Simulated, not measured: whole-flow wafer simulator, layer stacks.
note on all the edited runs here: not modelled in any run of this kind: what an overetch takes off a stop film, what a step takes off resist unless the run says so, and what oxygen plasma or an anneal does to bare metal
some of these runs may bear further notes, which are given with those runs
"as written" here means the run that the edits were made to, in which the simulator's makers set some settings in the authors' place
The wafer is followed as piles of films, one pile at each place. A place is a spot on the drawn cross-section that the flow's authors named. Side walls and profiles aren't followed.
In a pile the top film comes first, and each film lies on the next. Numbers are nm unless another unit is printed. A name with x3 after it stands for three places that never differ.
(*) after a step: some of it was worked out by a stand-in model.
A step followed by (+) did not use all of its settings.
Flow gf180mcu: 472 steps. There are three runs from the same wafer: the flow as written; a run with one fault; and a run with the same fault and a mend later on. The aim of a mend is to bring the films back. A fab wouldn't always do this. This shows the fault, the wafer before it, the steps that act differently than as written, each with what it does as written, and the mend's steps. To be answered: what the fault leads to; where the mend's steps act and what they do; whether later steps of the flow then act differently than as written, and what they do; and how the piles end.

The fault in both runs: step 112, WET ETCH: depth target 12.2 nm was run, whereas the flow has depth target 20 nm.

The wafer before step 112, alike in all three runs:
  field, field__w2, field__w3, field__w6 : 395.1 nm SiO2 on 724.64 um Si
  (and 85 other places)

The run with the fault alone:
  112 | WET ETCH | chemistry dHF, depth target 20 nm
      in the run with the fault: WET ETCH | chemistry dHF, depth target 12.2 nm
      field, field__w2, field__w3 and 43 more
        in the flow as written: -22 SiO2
        in the run with the fault: -13.4 SiO2
  Later steps of the flow acting differently than as written (53 other steps are not shown; they differ only slightly, by no more than 2% or 0.5 nm, whichever is larger):
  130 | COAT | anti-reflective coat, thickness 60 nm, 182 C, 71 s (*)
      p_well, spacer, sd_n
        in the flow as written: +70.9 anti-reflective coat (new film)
        in the run with the fault: +79.1 anti-reflective coat (new film)
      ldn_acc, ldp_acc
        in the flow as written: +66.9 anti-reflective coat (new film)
        in the run with the fault: +70.1 anti-reflective coat (new film)
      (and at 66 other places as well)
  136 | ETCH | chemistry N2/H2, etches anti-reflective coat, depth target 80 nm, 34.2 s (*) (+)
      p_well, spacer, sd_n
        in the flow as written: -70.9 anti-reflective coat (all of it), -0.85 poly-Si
        in the run with the fault: -79.1 anti-reflective coat (all of it), -0.64 poly-Si
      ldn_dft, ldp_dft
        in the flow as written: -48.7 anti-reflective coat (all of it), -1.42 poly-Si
        in the run with the fault: -44.7 anti-reflective coat (all of it), -1.52 poly-Si
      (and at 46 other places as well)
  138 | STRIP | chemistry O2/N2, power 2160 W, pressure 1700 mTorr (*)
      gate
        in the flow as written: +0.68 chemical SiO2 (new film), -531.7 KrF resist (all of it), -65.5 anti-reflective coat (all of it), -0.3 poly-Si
        in the run with the fault: +0.68 chemical SiO2 (new film), -532 KrF resist (all of it), -69.2 anti-reflective coat (all of it), -0.3 poly-Si
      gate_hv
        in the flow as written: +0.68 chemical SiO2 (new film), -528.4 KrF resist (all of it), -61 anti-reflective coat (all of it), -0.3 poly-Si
        in the run with the fault: +0.68 chemical SiO2 (new film), -530.1 KrF resist (all of it), -62.4 anti-reflective coat (all of it), -0.3 poly-Si
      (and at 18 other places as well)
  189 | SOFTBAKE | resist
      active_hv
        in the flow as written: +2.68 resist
        in the run with the fault: -0.43 resist
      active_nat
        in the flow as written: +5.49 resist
        in the run with the fault: +9.28 resist
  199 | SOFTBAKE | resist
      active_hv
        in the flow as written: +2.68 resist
        in the run with the fault: -0.43 resist
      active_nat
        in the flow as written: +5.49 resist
        in the run with the fault: +9.28 resist
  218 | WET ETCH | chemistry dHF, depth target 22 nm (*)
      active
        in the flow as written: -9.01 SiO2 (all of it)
        in the run with the fault: -8.03 SiO2 (all of it)
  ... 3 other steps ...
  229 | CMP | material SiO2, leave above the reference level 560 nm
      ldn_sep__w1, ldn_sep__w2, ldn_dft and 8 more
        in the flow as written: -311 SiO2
        in the run with the fault: -319.6 SiO2
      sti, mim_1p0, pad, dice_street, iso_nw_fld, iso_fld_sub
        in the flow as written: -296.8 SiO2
        in the run with the fault: -305.4 SiO2
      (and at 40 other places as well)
  The piles end different from the flow's at ld_fp_n, ld_fp_p, npoly_u and 9 more by more than 2% or 0.5 nm, whichever is larger.
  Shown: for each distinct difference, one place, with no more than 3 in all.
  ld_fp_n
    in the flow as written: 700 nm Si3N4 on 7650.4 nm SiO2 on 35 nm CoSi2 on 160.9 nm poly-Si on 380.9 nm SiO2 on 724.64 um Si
    in the run with the fault: 700 nm Si3N4 on 7641.9 nm SiO2 on 35 nm CoSi2 on 160.9 nm poly-Si on 389.4 nm SiO2 on 724.64 um Si
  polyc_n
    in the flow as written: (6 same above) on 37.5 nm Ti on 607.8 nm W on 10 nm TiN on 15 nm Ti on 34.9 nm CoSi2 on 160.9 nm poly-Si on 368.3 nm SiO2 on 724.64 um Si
    in the run with the fault: (6 same above) on 37.5 nm Ti on 599.2 nm W on 10 nm TiN on 15 nm Ti on 34.9 nm CoSi2 on 160.9 nm poly-Si on 376.9 nm SiO2 on 724.64 um Si
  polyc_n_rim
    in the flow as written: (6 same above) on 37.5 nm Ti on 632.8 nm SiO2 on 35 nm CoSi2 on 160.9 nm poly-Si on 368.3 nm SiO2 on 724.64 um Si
    in the run with the fault: (6 same above) on 37.5 nm Ti on 624.2 nm SiO2 on 35 nm CoSi2 on 160.9 nm poly-Si on 376.9 nm SiO2 on 724.64 um Si

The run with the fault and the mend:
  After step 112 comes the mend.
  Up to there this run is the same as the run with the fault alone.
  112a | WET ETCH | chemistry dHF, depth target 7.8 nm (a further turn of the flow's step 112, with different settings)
      field, field__w2, field__w3 and 43 more
        -7.8 SiO2
  Later steps of the flow acting differently than as written (57 other steps are not shown; they differ only slightly, by no more than 2% or 0.5 nm, whichever is larger):
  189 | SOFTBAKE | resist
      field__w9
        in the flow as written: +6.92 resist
        in the run with the mend: -3.07 resist
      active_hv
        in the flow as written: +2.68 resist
        in the run with the mend: -0.53 resist
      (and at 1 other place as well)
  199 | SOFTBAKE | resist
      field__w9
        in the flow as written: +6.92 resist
        in the run with the mend: -3.07 resist
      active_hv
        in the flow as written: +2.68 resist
        in the run with the mend: -0.53 resist
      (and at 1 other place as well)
  At the end the piles are close to the flow's at the places that both follow, differing by at most 2% or 0.5 nm, whichever is larger.
